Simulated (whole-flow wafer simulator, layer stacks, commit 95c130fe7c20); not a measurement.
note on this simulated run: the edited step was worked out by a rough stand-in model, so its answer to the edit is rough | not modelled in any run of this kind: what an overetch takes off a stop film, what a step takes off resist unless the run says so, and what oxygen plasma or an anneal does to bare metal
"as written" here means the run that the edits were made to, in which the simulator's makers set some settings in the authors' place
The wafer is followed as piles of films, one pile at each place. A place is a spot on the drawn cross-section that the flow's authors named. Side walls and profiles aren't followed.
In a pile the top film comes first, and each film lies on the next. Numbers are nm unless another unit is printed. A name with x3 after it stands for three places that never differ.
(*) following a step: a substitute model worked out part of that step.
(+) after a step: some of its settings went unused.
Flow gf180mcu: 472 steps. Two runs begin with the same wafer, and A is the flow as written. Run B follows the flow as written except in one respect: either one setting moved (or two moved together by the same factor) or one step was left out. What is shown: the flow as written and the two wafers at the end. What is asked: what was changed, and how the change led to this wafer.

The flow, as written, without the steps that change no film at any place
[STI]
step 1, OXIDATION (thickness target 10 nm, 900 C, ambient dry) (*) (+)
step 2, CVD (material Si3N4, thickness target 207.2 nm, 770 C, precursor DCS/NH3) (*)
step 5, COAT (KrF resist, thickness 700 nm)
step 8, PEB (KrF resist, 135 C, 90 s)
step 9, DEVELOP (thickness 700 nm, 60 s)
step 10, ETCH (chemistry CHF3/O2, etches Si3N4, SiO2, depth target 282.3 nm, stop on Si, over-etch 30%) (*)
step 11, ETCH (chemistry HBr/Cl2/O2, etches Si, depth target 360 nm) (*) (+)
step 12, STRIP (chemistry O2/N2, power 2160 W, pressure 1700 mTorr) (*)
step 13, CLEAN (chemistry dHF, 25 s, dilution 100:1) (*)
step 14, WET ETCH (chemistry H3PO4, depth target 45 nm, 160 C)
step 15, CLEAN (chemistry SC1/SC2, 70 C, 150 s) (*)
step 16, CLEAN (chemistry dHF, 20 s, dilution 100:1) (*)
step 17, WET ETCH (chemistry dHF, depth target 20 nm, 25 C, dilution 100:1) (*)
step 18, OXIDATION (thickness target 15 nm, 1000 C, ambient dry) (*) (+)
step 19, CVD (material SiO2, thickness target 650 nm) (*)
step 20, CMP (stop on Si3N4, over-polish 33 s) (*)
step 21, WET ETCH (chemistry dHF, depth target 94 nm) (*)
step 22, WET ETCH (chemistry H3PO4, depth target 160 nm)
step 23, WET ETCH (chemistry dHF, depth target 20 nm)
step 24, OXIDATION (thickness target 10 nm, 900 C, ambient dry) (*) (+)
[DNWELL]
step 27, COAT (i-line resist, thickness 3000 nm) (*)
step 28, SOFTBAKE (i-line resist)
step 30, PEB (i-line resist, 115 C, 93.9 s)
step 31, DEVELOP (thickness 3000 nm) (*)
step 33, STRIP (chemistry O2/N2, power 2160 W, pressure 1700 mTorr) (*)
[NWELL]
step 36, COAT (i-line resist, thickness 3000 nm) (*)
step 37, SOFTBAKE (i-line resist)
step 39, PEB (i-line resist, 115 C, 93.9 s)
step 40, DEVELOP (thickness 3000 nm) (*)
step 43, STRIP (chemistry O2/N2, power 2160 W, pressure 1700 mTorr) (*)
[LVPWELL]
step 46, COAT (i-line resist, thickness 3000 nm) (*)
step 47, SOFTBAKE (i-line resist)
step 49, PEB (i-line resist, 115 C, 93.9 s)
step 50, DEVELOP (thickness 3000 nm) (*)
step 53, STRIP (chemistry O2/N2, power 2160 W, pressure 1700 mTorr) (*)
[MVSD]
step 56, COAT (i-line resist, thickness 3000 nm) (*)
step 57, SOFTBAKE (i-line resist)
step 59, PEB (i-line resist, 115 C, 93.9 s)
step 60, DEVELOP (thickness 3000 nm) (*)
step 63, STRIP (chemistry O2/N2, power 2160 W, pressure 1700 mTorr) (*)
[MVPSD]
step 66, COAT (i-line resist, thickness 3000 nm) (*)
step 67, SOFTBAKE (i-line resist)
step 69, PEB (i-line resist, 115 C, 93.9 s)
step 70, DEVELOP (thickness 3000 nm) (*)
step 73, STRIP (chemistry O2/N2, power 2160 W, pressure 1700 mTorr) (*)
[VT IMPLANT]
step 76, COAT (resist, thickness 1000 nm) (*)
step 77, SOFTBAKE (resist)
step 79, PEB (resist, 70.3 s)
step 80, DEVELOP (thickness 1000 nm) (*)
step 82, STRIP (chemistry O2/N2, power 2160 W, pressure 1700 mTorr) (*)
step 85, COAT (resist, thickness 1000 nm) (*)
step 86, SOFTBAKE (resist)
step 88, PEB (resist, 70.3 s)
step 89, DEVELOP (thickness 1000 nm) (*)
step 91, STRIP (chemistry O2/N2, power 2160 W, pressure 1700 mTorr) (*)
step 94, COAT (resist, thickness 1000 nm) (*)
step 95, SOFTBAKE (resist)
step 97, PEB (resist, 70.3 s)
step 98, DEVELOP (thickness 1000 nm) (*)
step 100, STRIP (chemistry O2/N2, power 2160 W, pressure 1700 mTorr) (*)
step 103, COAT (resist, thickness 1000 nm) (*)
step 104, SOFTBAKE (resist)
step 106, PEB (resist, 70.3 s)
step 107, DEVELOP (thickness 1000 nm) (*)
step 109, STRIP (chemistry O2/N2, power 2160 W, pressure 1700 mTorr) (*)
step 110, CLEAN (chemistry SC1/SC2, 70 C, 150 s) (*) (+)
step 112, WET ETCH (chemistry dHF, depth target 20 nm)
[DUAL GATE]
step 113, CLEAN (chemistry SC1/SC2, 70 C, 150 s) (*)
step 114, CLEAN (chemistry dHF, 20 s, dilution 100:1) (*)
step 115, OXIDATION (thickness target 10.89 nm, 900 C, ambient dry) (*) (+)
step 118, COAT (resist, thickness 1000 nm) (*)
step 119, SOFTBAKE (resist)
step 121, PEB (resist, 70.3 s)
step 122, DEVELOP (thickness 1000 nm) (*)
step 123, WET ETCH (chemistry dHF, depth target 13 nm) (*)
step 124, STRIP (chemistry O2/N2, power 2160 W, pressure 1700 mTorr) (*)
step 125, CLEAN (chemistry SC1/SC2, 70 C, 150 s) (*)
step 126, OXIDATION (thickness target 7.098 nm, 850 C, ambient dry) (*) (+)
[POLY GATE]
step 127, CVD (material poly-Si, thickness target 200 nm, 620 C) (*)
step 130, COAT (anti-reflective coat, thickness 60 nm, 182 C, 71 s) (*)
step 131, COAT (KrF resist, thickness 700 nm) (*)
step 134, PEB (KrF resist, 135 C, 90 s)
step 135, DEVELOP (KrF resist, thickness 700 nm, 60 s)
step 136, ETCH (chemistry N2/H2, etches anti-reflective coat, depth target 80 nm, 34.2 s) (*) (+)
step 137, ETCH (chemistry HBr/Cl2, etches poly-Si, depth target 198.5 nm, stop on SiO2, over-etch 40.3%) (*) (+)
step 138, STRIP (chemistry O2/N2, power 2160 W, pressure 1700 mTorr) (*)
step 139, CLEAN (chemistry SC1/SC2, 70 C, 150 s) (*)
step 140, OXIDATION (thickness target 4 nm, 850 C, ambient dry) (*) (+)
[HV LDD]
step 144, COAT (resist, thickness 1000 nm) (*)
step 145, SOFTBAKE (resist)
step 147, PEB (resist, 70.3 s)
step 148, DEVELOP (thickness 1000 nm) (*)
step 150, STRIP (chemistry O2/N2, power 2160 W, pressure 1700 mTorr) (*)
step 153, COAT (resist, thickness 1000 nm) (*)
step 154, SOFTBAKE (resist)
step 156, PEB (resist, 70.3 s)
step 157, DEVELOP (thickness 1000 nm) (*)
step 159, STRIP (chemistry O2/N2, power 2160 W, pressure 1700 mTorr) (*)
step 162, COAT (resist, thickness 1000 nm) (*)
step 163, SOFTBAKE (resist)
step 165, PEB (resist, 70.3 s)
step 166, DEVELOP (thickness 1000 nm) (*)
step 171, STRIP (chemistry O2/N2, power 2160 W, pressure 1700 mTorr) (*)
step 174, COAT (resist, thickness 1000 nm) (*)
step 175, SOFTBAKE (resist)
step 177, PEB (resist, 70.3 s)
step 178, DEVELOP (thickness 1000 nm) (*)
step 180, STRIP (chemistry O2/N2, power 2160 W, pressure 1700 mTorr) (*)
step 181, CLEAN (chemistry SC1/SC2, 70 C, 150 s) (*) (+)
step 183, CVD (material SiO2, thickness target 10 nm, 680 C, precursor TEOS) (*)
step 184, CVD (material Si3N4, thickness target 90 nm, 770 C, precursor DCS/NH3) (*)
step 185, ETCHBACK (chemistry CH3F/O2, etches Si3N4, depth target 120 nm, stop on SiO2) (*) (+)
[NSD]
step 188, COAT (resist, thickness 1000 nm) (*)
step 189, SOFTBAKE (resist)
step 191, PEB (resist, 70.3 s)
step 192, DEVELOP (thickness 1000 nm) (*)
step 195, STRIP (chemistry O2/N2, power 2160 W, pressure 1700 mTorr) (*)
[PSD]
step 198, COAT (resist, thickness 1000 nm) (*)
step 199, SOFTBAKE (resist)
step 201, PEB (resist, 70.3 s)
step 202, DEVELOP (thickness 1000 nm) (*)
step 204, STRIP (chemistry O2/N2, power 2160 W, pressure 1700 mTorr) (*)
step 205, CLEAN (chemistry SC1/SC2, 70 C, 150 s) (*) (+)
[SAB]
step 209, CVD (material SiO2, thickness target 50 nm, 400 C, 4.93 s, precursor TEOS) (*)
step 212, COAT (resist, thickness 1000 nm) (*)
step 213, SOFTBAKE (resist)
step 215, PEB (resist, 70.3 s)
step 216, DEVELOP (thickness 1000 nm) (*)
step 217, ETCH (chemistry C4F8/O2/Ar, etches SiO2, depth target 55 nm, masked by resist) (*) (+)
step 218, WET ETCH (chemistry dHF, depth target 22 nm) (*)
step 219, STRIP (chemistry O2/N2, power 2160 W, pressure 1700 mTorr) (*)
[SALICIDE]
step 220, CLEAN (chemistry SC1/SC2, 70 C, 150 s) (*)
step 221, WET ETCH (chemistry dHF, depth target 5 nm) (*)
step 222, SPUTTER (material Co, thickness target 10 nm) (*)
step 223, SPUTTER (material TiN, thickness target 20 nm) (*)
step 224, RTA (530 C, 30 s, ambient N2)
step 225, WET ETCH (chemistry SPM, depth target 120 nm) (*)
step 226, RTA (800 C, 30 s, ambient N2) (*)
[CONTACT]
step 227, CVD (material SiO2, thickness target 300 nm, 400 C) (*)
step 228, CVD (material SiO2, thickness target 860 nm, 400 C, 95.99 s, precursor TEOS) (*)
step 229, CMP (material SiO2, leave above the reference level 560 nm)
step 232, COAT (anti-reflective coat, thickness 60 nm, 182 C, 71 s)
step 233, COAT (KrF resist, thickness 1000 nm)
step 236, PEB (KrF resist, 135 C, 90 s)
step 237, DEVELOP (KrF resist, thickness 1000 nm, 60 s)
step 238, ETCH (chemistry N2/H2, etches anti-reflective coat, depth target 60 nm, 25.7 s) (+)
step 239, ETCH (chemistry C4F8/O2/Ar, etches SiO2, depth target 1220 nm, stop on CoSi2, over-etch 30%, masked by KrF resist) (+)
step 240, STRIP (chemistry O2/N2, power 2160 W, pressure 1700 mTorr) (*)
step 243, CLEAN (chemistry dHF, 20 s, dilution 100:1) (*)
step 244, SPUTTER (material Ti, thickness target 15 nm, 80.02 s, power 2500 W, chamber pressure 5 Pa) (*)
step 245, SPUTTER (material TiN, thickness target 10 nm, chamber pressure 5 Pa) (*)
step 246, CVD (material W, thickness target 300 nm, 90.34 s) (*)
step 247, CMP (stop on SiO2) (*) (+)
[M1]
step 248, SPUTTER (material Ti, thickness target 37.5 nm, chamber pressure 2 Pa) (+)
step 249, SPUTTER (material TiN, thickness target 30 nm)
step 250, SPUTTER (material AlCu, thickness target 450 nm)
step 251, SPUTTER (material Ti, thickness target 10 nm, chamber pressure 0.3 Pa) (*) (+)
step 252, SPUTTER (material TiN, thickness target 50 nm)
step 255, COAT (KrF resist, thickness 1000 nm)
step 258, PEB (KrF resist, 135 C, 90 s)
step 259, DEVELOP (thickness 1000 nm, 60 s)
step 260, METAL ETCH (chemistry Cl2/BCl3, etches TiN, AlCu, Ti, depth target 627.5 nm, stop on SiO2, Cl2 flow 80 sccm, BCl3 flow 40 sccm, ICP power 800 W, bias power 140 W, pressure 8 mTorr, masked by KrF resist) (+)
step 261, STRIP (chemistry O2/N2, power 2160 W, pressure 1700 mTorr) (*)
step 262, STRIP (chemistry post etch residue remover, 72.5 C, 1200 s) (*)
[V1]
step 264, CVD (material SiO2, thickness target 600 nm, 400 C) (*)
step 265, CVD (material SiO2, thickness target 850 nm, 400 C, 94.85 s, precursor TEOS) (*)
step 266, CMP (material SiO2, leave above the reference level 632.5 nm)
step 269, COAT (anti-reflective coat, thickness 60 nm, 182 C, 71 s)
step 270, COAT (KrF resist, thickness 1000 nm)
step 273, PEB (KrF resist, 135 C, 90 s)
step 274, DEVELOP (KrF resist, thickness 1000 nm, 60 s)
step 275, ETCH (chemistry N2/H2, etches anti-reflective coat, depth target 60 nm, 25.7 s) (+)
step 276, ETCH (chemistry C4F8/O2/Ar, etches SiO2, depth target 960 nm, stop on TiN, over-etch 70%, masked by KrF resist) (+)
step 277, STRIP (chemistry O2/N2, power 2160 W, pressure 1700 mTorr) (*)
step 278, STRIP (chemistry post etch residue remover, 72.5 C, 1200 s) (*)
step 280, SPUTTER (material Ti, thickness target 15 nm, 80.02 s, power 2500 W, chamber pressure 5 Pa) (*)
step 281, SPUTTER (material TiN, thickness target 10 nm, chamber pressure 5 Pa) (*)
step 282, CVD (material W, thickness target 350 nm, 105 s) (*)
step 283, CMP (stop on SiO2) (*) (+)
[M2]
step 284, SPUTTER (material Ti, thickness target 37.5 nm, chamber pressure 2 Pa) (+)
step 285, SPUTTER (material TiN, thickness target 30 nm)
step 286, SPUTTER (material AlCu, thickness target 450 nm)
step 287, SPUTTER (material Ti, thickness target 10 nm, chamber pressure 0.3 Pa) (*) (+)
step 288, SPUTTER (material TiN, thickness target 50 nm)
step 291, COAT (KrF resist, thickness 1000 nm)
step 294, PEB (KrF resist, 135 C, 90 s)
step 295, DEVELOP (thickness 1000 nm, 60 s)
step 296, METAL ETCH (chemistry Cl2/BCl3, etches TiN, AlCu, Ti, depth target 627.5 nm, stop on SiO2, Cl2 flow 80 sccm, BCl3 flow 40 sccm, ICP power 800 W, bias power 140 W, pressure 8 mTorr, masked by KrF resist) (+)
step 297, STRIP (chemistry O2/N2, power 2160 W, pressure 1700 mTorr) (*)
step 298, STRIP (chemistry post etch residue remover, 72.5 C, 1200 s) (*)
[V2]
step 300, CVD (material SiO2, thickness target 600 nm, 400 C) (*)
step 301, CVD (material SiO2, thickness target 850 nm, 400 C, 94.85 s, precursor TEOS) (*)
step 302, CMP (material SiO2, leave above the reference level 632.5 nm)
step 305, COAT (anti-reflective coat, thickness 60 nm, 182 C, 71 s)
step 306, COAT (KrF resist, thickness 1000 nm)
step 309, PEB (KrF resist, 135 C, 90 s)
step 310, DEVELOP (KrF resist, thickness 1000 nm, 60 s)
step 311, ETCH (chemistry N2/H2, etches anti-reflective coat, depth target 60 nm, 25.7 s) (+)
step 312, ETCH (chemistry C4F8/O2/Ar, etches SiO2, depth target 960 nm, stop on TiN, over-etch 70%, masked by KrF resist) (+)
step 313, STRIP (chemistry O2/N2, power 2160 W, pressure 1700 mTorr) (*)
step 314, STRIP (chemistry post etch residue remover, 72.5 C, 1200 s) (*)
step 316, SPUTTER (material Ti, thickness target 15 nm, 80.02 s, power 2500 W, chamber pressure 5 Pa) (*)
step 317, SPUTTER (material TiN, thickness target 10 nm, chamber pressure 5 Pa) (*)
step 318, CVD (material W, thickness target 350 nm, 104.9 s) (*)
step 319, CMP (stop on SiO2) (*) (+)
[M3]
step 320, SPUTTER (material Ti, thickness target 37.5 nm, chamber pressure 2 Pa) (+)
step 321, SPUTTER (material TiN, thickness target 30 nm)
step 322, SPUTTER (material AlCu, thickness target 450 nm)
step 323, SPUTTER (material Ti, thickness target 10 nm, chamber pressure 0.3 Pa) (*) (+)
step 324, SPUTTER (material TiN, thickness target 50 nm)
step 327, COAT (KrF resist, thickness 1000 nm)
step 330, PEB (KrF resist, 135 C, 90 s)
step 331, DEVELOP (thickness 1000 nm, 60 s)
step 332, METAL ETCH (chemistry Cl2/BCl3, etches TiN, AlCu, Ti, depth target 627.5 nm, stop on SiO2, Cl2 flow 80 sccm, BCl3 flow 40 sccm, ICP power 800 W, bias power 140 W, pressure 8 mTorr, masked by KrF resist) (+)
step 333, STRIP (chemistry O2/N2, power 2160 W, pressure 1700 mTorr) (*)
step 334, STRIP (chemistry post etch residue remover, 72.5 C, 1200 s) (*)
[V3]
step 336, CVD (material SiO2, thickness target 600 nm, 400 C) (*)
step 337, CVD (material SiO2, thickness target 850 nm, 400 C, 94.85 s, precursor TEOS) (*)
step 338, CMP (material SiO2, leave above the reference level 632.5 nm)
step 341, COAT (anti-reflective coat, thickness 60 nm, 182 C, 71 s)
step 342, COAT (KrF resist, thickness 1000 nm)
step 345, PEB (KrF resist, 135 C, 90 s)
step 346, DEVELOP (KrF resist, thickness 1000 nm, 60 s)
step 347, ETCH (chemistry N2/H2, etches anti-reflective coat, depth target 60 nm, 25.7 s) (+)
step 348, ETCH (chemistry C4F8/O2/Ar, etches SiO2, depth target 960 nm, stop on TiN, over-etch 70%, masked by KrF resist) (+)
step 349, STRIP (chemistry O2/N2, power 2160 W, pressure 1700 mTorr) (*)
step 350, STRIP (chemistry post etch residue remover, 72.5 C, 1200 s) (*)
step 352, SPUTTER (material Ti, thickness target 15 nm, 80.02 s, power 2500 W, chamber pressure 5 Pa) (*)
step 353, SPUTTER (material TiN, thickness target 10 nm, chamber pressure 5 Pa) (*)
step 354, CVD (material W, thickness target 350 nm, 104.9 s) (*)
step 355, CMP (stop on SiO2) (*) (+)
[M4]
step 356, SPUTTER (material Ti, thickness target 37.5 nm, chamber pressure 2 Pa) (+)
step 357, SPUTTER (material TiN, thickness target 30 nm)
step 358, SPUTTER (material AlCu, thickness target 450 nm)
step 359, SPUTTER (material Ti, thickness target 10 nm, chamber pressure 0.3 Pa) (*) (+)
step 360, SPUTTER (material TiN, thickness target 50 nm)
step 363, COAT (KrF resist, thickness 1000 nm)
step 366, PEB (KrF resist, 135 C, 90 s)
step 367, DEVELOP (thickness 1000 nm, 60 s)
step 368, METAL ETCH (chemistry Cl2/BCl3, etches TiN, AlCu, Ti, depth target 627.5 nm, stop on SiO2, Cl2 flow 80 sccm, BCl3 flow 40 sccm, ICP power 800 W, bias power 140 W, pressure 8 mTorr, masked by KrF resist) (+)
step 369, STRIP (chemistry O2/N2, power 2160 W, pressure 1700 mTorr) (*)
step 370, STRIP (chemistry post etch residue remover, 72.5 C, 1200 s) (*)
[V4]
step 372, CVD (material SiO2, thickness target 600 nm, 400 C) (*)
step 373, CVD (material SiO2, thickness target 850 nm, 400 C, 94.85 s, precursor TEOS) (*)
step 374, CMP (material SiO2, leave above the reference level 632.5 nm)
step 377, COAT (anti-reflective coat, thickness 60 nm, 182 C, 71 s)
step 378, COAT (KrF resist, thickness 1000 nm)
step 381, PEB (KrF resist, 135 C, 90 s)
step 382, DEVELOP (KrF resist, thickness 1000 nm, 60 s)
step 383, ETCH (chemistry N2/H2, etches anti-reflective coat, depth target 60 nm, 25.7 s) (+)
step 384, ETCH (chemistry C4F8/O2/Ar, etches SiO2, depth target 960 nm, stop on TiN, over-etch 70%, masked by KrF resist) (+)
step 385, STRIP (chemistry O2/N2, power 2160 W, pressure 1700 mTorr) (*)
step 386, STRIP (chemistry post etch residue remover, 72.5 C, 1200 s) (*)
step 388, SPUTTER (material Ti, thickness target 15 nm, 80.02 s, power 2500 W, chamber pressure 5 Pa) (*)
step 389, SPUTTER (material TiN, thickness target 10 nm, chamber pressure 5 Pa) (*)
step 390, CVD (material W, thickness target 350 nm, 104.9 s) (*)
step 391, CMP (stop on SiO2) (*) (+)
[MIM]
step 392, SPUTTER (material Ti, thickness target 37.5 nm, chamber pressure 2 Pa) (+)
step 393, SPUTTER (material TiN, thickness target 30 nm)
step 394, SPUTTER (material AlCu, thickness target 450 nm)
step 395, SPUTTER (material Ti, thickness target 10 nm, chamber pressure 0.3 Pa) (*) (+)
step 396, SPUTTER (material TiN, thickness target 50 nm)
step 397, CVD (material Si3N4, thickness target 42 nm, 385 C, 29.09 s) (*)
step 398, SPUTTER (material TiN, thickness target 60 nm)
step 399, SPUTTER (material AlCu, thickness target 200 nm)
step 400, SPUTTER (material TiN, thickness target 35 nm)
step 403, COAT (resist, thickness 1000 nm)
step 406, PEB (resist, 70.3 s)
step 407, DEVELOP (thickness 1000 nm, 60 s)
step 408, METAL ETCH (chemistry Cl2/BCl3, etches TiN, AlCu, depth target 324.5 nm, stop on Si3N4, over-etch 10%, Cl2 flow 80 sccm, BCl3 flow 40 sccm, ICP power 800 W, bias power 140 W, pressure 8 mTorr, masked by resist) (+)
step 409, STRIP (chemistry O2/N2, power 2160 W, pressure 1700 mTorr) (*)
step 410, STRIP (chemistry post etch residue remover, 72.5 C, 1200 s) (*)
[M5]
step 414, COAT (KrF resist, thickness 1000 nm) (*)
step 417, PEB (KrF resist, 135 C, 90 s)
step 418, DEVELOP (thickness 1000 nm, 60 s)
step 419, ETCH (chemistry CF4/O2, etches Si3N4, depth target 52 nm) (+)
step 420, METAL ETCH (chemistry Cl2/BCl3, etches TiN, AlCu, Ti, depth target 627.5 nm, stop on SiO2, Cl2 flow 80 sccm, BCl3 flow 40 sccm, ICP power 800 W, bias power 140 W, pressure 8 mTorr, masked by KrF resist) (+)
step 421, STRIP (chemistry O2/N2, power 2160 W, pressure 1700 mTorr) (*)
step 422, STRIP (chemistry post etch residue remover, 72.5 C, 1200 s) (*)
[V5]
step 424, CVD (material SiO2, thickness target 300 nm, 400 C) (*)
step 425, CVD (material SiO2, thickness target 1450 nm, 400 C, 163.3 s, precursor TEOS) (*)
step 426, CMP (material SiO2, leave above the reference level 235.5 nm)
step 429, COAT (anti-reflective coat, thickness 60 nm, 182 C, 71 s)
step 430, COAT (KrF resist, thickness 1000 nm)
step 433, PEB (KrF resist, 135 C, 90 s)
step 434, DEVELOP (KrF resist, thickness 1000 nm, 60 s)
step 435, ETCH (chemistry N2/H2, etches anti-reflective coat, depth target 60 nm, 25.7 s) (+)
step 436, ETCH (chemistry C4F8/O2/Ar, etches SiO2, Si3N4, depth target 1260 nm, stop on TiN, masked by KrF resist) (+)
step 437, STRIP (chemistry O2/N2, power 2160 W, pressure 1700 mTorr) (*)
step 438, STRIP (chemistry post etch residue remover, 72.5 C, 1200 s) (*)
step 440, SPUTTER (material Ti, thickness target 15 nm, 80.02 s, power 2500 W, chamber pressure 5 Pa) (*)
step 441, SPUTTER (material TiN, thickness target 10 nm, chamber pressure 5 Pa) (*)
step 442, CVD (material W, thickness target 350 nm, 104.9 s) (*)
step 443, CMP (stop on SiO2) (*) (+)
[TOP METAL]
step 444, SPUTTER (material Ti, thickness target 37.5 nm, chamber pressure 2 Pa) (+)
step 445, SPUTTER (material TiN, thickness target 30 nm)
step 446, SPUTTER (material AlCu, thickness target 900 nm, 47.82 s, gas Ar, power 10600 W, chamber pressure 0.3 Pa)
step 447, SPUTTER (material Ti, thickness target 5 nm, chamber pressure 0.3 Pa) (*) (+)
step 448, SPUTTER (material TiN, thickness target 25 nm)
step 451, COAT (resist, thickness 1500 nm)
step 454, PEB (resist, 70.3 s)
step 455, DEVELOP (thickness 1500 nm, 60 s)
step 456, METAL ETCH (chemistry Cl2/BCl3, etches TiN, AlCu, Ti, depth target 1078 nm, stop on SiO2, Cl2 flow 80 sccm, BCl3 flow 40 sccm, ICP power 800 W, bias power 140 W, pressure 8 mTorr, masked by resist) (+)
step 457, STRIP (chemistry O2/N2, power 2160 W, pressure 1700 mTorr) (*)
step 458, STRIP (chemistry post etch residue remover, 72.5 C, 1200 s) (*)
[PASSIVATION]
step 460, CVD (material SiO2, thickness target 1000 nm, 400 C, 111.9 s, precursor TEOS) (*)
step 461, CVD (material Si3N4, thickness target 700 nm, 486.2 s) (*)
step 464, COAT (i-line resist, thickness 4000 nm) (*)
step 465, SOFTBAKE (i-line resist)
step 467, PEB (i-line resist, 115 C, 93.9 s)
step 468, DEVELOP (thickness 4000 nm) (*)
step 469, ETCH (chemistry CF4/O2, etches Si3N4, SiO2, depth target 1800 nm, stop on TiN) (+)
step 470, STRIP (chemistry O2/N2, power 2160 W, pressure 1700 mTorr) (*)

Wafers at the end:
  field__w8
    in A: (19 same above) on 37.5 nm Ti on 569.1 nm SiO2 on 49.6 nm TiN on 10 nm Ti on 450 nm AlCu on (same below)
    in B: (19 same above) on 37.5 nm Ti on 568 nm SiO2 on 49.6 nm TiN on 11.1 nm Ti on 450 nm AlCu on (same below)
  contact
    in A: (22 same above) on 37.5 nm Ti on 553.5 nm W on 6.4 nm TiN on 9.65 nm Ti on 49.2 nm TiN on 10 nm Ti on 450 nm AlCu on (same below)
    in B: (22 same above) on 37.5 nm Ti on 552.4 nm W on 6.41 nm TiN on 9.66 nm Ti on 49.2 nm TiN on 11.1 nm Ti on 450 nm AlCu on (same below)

The reason: step 323, SPUTTER: thickness target 11.1 nm was run, whereas the flow has thickness target 10 nm.
One can read it off the wafer: field__w8 has Ti 11.1, and step 323 as written asks for 10 nm.

The path from the change to this, step by step:
  step 323, SPUTTER (material Ti, thickness target 10 nm, chamber pressure 0.3 Pa) (*) (+)
      field, field__w1, field__w2 and 108 more: A Ti gains 10 (new film) | B Ti gains 11.1 (new film)
  step 332, METAL ETCH (chemistry Cl2/BCl3, etches TiN, AlCu, Ti, depth target 627.5 nm, stop on SiO2, Cl2 flow 80 sccm, BCl3 flow 40 sccm, ICP power 800 W, bias power 140 W, pressure 8 mTorr, masked by KrF resist) (+)
      field, field__w1, field__w2 and 103 more: A TiN loses 50 (all of it), Ti loses 10 (all of it), AlCu loses 450 (all of it), TiN loses 30 (all of it), Ti loses 37.5 (all of it) | B TiN loses 50 (all of it), Ti loses 11.1 (all of it), AlCu loses 450 (all of it), TiN loses 30 (all of it), Ti loses 37.5 (all of it)
